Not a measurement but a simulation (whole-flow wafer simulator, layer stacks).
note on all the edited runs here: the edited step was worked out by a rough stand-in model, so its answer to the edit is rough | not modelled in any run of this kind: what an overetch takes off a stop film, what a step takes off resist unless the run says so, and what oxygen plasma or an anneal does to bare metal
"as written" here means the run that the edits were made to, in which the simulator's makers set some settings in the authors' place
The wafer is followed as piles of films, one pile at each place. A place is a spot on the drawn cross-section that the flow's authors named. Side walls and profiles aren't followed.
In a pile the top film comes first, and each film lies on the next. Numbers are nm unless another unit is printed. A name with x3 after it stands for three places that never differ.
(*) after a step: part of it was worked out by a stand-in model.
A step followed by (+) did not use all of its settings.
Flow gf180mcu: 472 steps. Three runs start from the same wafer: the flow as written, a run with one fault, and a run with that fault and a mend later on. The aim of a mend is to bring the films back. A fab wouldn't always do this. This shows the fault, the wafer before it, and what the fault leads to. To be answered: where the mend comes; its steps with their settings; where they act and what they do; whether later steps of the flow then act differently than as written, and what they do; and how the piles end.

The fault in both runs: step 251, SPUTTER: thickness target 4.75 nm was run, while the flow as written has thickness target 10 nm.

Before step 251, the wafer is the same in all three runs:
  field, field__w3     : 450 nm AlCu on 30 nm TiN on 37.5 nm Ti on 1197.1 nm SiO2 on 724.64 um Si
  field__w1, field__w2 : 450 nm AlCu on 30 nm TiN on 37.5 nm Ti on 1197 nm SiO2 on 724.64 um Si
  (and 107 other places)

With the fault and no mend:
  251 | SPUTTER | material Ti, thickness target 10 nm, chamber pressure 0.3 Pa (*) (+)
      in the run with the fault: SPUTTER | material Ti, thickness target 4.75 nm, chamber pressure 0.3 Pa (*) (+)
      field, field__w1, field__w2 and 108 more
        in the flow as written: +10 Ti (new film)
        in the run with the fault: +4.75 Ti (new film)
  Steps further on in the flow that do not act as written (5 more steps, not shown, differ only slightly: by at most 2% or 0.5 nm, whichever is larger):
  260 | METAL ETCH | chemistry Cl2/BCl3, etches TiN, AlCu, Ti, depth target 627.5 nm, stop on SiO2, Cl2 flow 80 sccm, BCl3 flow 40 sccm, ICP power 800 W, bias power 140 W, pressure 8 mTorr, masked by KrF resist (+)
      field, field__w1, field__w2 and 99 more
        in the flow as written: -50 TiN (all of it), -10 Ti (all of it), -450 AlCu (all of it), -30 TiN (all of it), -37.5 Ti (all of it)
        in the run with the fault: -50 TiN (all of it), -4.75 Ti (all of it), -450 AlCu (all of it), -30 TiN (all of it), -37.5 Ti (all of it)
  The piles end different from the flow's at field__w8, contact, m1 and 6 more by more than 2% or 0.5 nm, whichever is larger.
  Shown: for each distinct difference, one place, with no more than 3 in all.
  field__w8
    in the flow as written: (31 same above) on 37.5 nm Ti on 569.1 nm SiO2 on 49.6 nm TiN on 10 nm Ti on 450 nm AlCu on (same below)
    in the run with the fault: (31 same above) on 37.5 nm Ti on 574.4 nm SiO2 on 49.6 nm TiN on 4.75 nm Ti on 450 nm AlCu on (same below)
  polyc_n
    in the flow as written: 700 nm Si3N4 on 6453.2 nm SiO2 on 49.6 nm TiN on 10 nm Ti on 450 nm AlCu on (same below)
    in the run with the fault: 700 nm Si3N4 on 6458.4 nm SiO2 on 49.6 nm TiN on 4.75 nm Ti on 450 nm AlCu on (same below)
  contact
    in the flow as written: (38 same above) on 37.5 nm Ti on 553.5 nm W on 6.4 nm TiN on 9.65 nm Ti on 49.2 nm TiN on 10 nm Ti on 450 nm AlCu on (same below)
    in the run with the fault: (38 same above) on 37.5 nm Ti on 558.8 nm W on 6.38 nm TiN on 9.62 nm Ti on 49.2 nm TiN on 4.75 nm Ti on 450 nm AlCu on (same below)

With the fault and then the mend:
  After step 251 comes the mend.
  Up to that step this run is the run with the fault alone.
  251a | SPUTTER | material Ti, thickness target 5.25 nm, chamber pressure 0.3 Pa (*) (+) (the flow's step 251, run once more with other settings)
      field, field__w1, field__w2 and 108 more
        +5.25 Ti
  None of the later steps of the flow acts differently than as written at any place that is followed.
  The piles end the same as the flow's at every place that both follow.
